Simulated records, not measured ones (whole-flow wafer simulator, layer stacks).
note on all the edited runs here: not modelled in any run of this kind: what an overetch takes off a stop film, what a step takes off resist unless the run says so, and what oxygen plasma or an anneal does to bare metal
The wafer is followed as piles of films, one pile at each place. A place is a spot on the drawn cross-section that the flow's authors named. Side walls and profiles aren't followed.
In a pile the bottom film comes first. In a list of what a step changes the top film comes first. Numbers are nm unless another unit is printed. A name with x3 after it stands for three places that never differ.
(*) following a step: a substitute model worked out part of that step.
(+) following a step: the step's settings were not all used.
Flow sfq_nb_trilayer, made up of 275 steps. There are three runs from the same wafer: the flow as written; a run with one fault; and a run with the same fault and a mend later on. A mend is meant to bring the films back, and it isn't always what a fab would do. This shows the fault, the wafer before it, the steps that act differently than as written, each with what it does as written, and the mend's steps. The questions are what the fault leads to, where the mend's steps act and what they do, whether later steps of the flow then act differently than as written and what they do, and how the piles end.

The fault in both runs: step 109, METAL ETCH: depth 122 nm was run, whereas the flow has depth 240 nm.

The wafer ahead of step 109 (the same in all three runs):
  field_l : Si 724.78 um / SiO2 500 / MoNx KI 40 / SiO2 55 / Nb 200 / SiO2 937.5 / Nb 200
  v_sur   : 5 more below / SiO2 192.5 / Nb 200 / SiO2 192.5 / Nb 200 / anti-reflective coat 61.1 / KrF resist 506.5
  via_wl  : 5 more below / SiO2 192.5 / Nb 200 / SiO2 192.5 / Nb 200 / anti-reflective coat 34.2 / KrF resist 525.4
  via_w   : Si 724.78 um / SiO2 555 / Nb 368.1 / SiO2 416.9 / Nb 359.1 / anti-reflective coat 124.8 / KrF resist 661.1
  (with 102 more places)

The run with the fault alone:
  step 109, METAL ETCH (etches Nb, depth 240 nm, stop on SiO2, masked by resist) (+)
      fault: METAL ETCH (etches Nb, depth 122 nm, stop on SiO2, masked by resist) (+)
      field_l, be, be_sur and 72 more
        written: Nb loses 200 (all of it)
        fault: Nb loses 122
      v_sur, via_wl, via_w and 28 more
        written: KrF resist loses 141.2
        fault: KrF resist loses 71.8
  Steps further on in the flow that do not act as written:
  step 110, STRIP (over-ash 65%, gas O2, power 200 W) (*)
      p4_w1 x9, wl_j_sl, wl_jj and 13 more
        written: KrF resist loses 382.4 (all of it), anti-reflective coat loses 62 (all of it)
        fault: KrF resist loses 451.8 (all of it), anti-reflective coat loses 62 (all of it)
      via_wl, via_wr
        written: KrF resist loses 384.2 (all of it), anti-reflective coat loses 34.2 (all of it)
        fault: KrF resist loses 453.6 (all of it), anti-reflective coat loses 34.2 (all of it)
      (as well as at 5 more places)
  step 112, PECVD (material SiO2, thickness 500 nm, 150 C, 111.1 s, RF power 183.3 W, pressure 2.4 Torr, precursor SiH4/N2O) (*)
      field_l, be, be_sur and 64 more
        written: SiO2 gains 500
        fault: SiO2 gains 500 (new film)
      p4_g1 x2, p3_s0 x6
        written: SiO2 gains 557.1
        fault: SiO2 gains 500 (new film)
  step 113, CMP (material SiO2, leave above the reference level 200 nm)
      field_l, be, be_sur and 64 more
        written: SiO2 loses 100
        fault: SiO2 loses 178
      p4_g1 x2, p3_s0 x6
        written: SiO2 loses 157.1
        fault: SiO2 loses 178
  At field_l, be, be_sur and 72 more, the piles at the end differ from the flow's by more than 2% or 0.5 nm, whichever is larger.
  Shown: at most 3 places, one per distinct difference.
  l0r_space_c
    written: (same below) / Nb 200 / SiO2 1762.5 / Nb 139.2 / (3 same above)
    fault: (same below) / Nb 200 / SiO2 977.5 / Nb 78 / SiO2 707 / Nb 139.2 / (3 same above)
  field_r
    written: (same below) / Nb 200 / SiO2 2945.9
    fault: (same below) / Nb 200 / SiO2 977.5 / Nb 78 / SiO2 1890.4
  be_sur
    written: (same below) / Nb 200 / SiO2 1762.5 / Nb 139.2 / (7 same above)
    fault: (same below) / Nb 200 / SiO2 977.5 / Nb 78 / SiO2 707 / Nb 139.2 / (7 same above)

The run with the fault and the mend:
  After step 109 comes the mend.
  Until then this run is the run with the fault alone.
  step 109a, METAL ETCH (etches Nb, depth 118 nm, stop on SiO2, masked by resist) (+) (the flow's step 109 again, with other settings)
      field_l, be, be_sur and 72 more
        Nb loses 78 (all of it)
      v_sur, via_wl, via_w and 28 more
        KrF resist loses 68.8
  None of the later steps of the flow differs from how it acts as written, at any place that is followed, by more than 2% or 0.5 nm, whichever is larger.
  By the end, the piles equal the flow's at every place that both follow.
